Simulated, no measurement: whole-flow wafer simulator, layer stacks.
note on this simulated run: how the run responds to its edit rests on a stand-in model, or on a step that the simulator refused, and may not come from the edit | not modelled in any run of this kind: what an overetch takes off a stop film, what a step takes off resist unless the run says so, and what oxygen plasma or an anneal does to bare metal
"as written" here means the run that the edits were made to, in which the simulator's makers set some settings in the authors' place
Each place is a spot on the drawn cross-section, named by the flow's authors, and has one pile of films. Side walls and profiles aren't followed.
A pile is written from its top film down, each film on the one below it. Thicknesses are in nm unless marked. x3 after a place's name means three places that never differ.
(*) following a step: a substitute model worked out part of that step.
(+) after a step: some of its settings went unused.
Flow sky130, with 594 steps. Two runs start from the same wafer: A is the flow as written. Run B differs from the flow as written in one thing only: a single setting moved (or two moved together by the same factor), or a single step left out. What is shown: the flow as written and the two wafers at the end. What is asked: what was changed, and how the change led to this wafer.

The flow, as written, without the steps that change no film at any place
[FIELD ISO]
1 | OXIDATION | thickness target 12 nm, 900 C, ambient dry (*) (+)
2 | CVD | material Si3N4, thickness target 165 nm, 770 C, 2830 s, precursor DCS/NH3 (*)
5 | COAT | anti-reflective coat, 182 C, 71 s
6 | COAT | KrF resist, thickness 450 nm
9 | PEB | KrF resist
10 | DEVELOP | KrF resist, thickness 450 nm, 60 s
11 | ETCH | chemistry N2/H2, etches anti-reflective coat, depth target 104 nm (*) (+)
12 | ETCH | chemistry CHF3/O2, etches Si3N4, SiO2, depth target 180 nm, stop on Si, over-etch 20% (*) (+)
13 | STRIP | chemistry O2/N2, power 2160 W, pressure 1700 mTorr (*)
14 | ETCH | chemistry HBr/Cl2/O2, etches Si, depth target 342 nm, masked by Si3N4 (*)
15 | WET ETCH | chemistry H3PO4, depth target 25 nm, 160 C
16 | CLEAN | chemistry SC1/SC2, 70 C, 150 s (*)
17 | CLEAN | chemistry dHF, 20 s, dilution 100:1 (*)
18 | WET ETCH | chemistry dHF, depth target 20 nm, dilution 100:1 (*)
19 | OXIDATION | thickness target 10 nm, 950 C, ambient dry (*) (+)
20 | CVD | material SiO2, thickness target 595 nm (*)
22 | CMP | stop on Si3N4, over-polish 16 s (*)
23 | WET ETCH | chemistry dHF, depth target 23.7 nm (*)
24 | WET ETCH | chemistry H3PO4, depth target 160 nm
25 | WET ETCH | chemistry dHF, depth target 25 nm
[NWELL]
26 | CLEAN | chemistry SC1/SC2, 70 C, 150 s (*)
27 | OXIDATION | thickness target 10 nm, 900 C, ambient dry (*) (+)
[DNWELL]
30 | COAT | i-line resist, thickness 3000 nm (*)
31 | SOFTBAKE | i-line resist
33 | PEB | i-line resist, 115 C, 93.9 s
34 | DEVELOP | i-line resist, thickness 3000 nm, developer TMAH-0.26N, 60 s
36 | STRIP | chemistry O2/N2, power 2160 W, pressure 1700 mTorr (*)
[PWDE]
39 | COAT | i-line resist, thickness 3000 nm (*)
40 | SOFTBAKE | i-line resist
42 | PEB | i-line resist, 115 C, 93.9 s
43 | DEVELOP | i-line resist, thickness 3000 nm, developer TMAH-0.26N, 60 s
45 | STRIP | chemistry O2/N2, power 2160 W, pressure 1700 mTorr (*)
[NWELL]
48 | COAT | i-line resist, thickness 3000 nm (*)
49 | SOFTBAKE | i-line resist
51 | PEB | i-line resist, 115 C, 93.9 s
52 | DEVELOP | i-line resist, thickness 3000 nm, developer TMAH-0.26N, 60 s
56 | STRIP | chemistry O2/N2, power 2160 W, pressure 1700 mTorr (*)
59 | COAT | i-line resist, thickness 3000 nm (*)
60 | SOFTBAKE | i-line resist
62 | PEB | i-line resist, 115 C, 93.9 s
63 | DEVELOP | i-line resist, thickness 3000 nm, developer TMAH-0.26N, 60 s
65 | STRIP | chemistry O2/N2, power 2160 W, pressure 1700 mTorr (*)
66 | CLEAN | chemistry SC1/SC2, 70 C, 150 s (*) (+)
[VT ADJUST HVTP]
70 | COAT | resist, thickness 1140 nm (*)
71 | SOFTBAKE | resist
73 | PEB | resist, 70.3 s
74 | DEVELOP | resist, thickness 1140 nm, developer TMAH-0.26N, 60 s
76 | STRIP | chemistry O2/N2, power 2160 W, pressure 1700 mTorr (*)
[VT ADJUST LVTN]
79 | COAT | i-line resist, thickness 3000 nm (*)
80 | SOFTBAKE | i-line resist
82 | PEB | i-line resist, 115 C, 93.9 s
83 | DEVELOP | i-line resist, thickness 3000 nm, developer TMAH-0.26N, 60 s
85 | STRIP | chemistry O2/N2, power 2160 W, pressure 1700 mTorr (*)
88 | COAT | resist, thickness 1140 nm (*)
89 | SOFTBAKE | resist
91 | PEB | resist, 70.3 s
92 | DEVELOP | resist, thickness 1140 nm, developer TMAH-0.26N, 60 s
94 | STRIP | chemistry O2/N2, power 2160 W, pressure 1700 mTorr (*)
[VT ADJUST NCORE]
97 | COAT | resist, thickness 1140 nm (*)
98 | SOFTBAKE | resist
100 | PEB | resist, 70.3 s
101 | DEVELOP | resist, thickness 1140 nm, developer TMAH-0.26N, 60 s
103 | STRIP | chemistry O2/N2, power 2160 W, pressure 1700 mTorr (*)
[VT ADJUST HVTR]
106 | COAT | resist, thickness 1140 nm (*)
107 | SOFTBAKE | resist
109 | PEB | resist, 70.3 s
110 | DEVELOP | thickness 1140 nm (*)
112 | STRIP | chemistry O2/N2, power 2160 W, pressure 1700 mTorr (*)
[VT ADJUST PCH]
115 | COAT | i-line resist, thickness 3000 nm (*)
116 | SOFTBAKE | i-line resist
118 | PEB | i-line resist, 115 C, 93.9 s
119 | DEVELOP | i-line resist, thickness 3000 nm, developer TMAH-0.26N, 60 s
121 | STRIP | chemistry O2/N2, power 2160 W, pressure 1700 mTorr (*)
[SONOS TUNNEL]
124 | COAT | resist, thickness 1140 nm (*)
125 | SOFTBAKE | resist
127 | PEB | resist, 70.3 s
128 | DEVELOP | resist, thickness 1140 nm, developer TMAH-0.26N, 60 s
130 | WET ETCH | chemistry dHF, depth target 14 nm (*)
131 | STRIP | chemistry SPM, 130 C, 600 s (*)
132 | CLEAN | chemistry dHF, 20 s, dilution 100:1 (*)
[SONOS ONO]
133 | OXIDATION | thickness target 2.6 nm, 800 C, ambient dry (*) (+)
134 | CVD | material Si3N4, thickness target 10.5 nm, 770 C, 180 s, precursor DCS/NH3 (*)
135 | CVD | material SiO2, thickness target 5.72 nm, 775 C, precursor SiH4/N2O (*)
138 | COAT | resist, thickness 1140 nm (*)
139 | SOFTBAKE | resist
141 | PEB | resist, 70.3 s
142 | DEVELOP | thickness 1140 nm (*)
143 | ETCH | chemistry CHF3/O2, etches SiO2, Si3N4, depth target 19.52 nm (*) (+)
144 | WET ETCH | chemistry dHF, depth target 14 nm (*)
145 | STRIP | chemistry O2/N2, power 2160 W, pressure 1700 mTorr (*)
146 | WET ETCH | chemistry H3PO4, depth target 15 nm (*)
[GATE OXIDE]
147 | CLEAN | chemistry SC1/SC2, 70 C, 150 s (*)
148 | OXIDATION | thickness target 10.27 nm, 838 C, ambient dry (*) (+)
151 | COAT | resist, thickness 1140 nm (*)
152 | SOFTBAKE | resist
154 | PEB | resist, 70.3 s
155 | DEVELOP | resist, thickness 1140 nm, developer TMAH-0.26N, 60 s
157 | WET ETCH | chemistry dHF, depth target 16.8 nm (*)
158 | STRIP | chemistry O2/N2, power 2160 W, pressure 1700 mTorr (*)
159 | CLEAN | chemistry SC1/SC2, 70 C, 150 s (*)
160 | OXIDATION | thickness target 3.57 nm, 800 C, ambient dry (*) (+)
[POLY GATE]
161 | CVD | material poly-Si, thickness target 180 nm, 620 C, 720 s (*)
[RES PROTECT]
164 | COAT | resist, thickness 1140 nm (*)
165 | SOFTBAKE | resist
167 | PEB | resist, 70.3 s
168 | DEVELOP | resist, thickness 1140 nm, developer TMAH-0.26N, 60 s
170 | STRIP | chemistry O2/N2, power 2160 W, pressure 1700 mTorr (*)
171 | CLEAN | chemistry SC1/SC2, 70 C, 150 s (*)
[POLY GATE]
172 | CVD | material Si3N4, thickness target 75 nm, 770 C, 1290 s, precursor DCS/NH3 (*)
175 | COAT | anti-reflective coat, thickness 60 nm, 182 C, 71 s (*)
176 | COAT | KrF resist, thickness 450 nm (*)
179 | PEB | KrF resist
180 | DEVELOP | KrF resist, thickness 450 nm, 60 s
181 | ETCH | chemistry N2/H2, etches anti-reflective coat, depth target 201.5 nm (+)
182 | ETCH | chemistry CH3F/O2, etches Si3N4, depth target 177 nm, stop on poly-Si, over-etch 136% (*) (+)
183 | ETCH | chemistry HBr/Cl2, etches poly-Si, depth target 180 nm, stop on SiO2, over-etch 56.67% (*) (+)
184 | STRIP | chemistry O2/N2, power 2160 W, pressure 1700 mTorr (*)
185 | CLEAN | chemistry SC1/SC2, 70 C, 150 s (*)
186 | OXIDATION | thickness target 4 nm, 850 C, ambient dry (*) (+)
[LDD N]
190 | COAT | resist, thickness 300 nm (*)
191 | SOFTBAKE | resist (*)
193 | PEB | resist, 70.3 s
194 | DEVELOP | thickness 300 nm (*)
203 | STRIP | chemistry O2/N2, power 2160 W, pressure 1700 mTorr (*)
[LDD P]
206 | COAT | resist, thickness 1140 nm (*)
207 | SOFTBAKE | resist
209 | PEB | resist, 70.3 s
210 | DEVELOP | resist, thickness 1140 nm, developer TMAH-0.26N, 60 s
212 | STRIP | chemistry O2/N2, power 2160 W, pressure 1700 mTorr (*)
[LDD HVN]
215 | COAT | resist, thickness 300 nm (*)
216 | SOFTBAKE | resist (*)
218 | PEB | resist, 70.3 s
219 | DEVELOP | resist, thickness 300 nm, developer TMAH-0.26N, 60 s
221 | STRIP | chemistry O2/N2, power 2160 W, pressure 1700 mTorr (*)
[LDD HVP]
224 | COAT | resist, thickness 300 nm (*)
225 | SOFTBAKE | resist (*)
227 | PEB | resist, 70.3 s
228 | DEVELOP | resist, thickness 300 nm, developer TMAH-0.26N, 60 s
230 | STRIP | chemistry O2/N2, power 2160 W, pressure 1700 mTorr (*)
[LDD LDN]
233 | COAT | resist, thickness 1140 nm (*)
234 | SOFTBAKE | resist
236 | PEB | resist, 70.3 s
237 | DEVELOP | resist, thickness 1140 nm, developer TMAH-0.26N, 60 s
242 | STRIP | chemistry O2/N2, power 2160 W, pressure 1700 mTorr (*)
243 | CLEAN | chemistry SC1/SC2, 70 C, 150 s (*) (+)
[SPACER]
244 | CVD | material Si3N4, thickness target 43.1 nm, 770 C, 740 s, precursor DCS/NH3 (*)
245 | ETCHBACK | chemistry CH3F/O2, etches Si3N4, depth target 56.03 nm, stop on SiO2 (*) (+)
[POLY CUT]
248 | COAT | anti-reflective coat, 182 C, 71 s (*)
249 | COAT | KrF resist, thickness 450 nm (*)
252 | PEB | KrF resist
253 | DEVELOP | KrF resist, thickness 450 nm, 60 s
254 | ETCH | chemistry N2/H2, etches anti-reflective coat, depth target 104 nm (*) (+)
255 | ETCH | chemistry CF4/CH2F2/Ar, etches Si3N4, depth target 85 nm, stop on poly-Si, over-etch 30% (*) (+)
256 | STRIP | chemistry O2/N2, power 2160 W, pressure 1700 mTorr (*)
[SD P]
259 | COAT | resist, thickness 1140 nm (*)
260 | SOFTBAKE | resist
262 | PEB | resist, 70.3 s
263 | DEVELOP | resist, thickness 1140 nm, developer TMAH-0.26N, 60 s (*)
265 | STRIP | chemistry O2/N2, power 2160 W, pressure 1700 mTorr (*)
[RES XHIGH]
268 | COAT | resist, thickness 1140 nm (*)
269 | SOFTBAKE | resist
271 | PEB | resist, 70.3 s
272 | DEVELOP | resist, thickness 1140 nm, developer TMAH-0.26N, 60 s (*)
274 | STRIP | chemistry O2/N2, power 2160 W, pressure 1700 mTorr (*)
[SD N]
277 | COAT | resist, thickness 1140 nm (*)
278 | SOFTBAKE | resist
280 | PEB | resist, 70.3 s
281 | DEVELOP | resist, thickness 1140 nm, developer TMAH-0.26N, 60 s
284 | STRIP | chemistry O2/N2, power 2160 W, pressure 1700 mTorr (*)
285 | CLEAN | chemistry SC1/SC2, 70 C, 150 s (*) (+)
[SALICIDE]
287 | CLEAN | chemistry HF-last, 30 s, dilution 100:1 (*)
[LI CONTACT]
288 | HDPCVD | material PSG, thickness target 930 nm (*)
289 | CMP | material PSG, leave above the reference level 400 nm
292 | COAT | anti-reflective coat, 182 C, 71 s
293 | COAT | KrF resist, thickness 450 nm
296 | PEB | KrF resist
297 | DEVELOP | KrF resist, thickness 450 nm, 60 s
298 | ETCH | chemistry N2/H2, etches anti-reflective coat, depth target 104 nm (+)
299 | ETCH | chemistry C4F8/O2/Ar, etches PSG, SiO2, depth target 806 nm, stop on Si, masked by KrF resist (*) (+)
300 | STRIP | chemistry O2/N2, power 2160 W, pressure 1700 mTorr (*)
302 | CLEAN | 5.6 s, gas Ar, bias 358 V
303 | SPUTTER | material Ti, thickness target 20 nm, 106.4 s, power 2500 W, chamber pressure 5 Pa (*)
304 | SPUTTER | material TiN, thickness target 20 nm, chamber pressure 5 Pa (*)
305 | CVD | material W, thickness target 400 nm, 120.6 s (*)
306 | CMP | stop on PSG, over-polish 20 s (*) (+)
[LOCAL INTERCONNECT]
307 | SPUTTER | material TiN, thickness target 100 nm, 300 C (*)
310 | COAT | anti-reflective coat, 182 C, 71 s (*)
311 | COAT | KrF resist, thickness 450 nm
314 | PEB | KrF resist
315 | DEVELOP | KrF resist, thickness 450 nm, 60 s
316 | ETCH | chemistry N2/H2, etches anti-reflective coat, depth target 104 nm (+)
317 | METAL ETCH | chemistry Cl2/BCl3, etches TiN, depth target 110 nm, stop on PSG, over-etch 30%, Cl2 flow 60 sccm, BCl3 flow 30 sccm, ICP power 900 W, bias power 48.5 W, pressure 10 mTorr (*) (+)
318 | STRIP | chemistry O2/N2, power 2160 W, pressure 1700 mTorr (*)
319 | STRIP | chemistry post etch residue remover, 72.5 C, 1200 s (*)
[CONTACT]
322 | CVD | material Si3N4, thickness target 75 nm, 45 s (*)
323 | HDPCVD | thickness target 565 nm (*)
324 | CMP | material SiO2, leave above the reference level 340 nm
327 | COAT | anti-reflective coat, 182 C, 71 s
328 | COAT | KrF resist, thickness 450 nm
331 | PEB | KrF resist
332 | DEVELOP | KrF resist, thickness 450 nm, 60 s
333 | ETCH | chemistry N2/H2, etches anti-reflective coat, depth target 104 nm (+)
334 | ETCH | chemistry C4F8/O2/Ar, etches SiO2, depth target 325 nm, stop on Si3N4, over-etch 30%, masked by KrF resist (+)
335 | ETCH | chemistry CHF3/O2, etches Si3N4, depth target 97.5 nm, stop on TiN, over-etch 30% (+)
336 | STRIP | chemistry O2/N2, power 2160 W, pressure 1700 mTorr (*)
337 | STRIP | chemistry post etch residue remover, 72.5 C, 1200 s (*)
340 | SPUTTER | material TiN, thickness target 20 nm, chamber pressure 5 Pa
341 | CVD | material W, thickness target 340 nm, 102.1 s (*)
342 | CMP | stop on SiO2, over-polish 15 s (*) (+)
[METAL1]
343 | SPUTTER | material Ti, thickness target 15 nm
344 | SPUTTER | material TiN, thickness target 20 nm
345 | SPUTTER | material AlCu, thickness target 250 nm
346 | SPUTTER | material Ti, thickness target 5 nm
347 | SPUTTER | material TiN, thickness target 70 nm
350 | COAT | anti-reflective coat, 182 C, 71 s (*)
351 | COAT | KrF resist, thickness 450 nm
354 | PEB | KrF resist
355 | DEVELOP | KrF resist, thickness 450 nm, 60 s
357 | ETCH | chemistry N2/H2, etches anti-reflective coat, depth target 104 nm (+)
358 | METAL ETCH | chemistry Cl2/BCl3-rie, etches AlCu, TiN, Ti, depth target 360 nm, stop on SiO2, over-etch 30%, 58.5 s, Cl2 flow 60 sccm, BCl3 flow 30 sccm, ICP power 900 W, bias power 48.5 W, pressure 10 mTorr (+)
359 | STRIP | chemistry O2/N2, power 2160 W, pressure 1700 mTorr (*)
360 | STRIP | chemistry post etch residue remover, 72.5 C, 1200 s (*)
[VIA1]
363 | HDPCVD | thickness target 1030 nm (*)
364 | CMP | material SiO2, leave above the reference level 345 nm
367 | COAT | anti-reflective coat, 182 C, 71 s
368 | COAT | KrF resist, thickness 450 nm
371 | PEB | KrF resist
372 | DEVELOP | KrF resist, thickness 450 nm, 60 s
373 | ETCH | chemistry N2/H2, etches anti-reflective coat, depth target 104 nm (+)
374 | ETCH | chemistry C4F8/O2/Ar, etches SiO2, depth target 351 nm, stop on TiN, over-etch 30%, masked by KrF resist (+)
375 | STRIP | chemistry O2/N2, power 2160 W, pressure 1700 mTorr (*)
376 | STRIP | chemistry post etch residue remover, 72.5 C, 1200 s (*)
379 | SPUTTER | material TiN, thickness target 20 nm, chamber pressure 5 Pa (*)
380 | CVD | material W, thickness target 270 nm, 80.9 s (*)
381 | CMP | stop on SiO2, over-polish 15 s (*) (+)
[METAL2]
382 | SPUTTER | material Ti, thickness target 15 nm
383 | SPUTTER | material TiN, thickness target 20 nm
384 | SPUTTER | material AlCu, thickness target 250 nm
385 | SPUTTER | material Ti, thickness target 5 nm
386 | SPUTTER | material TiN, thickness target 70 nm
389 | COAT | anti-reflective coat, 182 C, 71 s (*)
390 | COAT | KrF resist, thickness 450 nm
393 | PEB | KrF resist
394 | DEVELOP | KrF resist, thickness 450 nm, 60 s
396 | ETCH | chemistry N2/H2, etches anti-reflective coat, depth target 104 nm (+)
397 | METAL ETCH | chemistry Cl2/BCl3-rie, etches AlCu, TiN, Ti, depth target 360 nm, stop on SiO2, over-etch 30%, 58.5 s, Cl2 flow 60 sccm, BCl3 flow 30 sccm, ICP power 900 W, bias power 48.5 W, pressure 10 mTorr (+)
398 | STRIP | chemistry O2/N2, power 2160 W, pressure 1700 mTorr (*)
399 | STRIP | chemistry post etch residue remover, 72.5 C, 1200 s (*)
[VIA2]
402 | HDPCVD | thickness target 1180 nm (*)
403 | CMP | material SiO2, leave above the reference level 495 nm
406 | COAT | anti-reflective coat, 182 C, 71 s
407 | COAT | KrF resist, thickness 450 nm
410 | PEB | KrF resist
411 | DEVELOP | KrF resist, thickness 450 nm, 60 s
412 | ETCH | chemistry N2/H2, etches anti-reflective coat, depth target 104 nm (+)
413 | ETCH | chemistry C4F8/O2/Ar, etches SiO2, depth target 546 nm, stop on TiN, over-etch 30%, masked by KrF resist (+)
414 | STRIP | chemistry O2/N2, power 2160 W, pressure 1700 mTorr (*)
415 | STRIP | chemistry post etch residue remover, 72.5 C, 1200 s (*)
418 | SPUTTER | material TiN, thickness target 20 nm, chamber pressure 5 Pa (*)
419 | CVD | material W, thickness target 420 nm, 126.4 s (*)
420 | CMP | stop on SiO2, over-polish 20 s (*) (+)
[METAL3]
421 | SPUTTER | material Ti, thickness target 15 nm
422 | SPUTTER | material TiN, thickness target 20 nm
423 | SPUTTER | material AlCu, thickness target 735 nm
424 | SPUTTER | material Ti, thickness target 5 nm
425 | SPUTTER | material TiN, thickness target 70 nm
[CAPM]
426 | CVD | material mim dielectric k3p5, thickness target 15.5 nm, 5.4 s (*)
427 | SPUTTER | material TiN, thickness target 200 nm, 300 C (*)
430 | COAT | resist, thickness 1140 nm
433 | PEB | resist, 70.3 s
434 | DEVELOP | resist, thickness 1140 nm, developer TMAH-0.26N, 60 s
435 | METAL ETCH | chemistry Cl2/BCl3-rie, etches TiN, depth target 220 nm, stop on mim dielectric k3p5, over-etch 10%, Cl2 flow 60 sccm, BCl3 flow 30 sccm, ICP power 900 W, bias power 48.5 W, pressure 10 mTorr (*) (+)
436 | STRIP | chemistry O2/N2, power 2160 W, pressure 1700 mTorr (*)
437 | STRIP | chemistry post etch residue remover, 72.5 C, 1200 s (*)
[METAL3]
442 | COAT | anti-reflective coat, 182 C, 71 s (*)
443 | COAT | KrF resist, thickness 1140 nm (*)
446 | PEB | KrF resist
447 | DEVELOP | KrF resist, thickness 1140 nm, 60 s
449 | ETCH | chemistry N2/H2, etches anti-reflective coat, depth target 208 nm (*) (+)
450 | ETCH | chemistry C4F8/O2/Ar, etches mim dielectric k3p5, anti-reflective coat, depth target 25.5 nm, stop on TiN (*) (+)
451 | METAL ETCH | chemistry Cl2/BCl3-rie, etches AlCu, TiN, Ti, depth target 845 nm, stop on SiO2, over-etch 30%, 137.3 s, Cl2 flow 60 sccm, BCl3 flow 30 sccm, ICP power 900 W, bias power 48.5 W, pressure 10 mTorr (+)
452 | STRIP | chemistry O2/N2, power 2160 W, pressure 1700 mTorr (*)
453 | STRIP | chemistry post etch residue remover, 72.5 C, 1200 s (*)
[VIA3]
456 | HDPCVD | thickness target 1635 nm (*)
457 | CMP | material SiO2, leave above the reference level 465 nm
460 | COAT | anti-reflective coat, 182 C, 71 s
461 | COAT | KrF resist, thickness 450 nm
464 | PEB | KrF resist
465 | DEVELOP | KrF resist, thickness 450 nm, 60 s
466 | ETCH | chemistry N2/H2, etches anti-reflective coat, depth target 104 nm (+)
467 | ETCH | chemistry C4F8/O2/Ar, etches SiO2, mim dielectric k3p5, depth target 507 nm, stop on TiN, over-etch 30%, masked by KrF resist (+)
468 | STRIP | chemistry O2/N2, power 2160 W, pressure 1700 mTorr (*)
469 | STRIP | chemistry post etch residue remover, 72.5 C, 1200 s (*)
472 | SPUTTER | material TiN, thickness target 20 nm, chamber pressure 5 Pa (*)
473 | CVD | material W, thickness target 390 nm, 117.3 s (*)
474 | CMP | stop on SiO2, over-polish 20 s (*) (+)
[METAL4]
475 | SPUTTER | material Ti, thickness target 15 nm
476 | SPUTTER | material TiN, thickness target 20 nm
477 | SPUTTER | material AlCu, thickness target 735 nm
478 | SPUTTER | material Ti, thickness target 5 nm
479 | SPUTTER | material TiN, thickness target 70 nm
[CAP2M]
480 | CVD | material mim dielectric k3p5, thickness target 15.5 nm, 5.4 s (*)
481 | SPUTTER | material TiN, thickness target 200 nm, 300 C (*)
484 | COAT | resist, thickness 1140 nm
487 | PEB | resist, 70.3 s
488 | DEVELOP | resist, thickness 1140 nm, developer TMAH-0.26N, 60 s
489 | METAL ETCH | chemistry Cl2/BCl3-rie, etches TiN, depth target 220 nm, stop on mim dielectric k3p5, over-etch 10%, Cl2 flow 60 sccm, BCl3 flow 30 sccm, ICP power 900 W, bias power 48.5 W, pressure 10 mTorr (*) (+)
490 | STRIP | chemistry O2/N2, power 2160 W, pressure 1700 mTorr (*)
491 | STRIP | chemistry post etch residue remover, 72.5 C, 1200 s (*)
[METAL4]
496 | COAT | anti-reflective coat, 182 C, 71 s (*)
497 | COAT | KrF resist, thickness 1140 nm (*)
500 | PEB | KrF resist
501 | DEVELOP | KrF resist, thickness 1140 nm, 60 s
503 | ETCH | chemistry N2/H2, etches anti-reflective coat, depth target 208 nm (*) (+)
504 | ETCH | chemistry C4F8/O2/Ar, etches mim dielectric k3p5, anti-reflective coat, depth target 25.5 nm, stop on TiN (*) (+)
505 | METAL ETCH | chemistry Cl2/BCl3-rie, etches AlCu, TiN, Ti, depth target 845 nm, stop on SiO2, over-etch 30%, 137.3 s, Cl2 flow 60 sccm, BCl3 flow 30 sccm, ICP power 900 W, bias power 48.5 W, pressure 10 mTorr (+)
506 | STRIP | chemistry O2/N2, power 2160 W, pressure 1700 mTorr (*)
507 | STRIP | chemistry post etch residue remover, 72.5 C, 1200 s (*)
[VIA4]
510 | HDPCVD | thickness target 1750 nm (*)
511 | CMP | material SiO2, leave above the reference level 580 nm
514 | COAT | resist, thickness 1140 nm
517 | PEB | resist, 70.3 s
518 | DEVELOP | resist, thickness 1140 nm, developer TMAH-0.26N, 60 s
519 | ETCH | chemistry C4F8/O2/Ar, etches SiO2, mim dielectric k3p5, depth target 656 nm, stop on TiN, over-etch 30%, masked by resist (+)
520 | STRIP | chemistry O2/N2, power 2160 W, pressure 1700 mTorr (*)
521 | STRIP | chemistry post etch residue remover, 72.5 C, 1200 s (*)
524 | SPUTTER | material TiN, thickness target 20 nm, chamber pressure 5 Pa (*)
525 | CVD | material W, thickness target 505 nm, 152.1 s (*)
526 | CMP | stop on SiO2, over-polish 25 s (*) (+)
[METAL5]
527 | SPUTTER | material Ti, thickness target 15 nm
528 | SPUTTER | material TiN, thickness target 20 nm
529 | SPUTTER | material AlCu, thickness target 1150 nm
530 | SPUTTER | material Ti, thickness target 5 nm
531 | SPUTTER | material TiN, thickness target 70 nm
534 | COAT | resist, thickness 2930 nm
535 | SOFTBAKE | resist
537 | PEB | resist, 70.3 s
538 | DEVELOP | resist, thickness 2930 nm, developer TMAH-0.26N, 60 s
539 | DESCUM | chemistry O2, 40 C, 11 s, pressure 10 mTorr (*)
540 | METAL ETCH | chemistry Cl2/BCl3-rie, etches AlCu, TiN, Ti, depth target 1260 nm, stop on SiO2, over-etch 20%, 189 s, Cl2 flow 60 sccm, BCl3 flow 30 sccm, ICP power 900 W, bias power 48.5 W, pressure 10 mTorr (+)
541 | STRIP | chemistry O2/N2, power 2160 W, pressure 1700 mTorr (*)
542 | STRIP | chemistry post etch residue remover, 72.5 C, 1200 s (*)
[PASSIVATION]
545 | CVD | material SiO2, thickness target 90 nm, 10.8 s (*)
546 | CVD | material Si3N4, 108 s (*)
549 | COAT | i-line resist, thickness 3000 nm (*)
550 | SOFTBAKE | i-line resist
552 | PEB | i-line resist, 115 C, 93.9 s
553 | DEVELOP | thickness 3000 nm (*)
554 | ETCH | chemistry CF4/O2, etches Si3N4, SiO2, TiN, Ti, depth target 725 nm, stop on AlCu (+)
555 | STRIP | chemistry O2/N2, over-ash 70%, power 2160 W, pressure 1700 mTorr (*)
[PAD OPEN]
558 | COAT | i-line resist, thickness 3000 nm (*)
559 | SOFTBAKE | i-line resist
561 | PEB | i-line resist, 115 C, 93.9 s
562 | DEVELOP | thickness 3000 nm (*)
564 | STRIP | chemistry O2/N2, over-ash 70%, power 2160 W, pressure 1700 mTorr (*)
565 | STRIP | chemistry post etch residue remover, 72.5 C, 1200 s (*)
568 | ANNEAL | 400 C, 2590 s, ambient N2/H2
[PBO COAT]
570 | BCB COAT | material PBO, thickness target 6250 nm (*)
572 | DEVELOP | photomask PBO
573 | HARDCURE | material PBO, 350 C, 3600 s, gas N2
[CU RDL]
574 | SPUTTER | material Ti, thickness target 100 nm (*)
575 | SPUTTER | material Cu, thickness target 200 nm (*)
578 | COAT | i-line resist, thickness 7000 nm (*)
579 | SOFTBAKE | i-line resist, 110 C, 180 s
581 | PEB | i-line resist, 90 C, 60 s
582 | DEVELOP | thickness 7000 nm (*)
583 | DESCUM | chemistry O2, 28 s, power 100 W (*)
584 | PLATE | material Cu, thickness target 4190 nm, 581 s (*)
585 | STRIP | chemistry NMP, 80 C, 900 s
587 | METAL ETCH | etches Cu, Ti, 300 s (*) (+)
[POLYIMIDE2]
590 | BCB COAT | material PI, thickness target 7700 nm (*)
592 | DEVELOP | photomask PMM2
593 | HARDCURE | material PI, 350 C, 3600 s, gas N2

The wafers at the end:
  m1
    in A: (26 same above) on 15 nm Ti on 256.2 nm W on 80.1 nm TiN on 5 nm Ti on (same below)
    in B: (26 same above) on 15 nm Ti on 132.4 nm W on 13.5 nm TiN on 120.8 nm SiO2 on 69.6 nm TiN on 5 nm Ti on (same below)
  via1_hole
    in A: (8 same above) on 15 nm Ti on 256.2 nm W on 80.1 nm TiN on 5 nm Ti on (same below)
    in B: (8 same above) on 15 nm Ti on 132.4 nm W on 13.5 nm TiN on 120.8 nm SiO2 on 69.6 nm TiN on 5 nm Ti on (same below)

Cause: step 374, ETCH: depth target 149 nm was run, while the flow as written has depth target 351 nm.

How this came from the change, step by step:
  374 | ETCH | chemistry C4F8/O2/Ar, etches SiO2, depth target 351 nm, stop on TiN, over-etch 30%, masked by KrF resist (+)
      m1, via1_hole: A SiO2 loses 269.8 (all of it) | B SiO2 loses 149
      field, active, n_well and 186 more: A KrF resist loses 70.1 | B KrF resist loses 29.8
  375 | STRIP | chemistry O2/N2, power 2160 W, pressure 1700 mTorr (*)
      field, active, n_well and 186 more: A KrF resist loses 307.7 (all of it), anti-reflective coat loses 80 (all of it) | B KrF resist loses 348 (all of it), anti-reflective coat loses 80 (all of it)
  379 | SPUTTER | material TiN, thickness target 20 nm, chamber pressure 5 Pa (*)
      m1: A TiN gains 11 | B TiN gains 13.5 (new film)
      via1_hole: A TiN gains 10.9 | B TiN gains 13.5 (new film)
  380 | CVD | material W, thickness target 270 nm, 80.9 s (*)
      m1, via1_hole: A W gains 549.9 (new film) | B W gains 426.1 (new film)
If metal films that touch count as one body, m1 has 3 bodies (between them, from the top down: SiO2 120.8; SiO2 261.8 / Si3N4 75); the flow as written gives 2 bodies (between them, from the top down: SiO2 261.8 / Si3N4 75).
If metal films that touch count as one body, via1_hole has 2 bodies (between them, from the top down: SiO2 120.8); the flow as written gives 1 body.
